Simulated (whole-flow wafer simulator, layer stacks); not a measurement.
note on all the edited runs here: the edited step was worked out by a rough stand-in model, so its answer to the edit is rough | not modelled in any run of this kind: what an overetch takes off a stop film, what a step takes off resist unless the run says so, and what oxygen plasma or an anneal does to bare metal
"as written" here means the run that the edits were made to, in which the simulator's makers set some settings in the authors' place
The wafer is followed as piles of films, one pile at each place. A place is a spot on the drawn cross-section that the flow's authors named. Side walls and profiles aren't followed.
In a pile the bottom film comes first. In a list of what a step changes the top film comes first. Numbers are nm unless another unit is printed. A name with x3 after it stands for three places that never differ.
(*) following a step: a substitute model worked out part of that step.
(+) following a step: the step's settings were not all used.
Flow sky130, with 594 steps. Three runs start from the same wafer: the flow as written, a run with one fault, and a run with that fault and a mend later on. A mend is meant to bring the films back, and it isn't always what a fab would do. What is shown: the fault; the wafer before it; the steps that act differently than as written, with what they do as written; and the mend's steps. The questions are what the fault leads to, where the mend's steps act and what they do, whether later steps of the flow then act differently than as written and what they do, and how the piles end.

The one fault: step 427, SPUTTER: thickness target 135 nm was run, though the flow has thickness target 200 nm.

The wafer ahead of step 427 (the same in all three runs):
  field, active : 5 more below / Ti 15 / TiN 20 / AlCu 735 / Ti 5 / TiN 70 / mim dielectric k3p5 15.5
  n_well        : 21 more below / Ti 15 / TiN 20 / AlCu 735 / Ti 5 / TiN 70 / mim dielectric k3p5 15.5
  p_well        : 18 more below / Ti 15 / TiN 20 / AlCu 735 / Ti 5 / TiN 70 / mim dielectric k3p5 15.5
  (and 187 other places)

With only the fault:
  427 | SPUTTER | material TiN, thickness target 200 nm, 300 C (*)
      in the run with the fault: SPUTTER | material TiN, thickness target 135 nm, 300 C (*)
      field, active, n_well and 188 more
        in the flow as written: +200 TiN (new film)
        in the run with the fault: +135 TiN (new film)
  Steps later in the flow that act otherwise than as written (not shown: 3 more steps that differ only slightly, by at most 2% or 0.5 nm, whichever is larger):
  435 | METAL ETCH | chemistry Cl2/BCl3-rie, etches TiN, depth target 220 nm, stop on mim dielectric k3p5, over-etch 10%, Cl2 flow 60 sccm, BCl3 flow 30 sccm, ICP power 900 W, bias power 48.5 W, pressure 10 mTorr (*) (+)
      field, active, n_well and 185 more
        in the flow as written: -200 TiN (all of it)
        in the run with the fault: -135 TiN (all of it)
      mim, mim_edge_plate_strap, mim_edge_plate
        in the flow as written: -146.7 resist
        in the run with the fault: -99 resist
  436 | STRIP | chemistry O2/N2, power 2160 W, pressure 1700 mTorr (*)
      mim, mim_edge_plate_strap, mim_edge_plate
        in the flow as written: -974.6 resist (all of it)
        in the run with the fault: -1022.3 resist (all of it)
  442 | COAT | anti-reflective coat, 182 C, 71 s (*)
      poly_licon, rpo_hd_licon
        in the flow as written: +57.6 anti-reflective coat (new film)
        in the run with the fault: +75 anti-reflective coat (new film)
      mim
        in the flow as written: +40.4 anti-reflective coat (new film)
        in the run with the fault: +29.7 anti-reflective coat (new film)
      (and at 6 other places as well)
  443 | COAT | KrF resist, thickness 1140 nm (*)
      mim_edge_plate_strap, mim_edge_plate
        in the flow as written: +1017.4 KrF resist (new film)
        in the run with the fault: +1082.4 KrF resist (new film)
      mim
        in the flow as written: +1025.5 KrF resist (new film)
        in the run with the fault: +1081.5 KrF resist (new film)
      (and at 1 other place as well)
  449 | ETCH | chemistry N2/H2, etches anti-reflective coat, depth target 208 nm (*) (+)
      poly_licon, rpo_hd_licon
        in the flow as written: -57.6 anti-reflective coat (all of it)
        in the run with the fault: -75 anti-reflective coat (all of it)
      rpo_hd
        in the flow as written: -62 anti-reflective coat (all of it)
        in the run with the fault: -72.5 anti-reflective coat (all of it)
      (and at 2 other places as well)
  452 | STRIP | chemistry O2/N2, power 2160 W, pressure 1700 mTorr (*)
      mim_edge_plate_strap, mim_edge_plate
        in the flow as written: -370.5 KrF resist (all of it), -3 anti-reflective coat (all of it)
        in the run with the fault: -435.4 KrF resist (all of it), -3 anti-reflective coat (all of it)
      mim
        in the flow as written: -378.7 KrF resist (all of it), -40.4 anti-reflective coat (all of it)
        in the run with the fault: -434.5 KrF resist (all of it), -29.7 anti-reflective coat (all of it)
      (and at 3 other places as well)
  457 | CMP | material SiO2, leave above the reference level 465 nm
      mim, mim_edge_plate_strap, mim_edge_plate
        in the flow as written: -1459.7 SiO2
        in the run with the fault: -1394.7 SiO2
  The piles end different from the flow's at mim, mim_edge_plate_strap, mim_edge_plate by more than 2% or 0.5 nm, whichever is larger.
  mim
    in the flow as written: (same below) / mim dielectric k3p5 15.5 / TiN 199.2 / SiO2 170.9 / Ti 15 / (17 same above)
    in the run with the fault: (same below) / mim dielectric k3p5 15.5 / TiN 134.2 / SiO2 235.9 / Ti 15 / (17 same above)
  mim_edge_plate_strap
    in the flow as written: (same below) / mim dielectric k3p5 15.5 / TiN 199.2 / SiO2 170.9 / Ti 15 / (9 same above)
    in the run with the fault: (same below) / mim dielectric k3p5 15.5 / TiN 134.2 / SiO2 235.9 / Ti 15 / (9 same above)
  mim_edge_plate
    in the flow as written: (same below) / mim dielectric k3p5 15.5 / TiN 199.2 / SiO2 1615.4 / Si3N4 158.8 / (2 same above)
    in the run with the fault: (same below) / mim dielectric k3p5 15.5 / TiN 134.2 / SiO2 1680.4 / Si3N4 158.8 / (2 same above)

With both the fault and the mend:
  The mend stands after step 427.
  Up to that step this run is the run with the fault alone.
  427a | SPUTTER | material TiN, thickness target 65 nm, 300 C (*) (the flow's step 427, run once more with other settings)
      field, active, n_well and 188 more
        +65 TiN
  Every later step of the flow that is run acts as written at every place that is followed.
  By the end, the piles equal the flow's at every place that both follow.
